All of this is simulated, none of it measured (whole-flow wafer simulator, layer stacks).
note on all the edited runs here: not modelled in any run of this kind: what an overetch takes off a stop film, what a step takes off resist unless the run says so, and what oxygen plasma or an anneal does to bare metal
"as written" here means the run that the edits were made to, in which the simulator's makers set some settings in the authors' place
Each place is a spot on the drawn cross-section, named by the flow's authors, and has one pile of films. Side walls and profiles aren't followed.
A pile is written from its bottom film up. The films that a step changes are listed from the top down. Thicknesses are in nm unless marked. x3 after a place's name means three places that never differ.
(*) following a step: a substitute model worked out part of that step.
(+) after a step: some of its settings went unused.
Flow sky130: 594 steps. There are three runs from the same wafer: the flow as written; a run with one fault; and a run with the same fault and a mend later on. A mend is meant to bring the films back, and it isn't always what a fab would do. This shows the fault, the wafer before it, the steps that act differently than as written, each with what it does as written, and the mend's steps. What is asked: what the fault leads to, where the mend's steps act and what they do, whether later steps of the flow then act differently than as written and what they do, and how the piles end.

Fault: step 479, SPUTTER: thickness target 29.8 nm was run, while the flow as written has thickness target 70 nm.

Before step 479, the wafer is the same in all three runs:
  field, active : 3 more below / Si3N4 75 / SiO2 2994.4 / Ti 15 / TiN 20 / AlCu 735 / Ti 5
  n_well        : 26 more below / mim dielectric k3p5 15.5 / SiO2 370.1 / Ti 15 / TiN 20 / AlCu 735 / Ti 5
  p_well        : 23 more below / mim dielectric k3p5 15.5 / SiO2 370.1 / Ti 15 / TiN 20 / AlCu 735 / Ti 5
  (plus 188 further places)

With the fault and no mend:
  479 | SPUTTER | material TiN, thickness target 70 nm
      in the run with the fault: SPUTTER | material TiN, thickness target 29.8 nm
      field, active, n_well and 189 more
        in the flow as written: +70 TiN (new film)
        in the run with the fault: +29.8 TiN (new film)
  Steps further on in the flow that do not act as written (14 other steps are not shown; they differ only slightly, by no more than 2% or 0.5 nm, whichever is larger):
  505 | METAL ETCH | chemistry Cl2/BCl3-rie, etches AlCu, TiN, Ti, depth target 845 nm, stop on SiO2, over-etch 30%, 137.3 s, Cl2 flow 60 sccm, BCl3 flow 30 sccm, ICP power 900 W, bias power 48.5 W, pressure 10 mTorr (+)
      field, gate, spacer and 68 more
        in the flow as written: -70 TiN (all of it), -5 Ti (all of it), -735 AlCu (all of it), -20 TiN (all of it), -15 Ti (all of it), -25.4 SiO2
        in the run with the fault: -29.8 TiN (all of it), -5 Ti (all of it), -735 AlCu (all of it), -20 TiN (all of it), -15 Ti (all of it), -29.4 SiO2
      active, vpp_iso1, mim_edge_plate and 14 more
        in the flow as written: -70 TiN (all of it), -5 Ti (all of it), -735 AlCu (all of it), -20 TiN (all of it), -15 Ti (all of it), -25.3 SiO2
        in the run with the fault: -29.8 TiN (all of it), -5 Ti (all of it), -735 AlCu (all of it), -20 TiN (all of it), -15 Ti (all of it), -29.4 SiO2
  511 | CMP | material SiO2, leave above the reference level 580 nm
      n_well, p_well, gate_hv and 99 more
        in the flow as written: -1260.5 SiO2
        in the run with the fault: -1220.3 SiO2
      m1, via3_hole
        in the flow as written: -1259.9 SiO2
        in the run with the fault: -1219.7 SiO2
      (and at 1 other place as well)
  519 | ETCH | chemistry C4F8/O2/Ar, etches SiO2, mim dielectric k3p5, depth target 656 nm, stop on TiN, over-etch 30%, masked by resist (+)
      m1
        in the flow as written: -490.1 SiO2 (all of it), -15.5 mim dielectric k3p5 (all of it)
        in the run with the fault: -530.3 SiO2 (all of it), -15.5 mim dielectric k3p5 (all of it)
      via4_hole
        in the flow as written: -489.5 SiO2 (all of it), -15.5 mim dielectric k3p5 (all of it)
        in the run with the fault: -529.7 SiO2 (all of it), -15.5 mim dielectric k3p5 (all of it)
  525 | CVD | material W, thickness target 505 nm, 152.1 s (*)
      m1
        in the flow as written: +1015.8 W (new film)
        in the run with the fault: +1056.2 W (new film)
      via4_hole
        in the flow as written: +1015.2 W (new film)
        in the run with the fault: +1055.6 W (new film)
  At n_well, p_well, gate_hv and 102 more, the piles at the end differ from the flow's by more than 2% or 0.5 nm, whichever is larger.
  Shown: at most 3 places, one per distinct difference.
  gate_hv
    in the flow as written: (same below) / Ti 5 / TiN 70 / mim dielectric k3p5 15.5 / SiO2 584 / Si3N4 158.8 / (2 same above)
    in the run with the fault: (same below) / Ti 5 / TiN 29.8 / mim dielectric k3p5 15.5 / SiO2 624.2 / Si3N4 158.8 / (2 same above)
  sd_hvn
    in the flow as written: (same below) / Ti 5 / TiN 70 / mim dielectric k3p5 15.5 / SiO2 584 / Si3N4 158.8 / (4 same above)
    in the run with the fault: (same below) / Ti 5 / TiN 29.8 / mim dielectric k3p5 15.5 / SiO2 624.2 / Si3N4 158.8 / (4 same above)
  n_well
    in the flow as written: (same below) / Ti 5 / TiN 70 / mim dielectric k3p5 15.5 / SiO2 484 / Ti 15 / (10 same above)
    in the run with the fault: (same below) / Ti 5 / TiN 29.8 / mim dielectric k3p5 15.5 / SiO2 524.2 / Ti 15 / (10 same above)

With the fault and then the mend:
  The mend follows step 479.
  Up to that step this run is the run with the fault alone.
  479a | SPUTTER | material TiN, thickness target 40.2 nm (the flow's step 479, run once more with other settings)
      field, active, n_well and 189 more
        +40.2 TiN
  None of the later steps of the flow acts differently than as written at any place that is followed.
  The piles end the same as the flow's at every place that both follow.
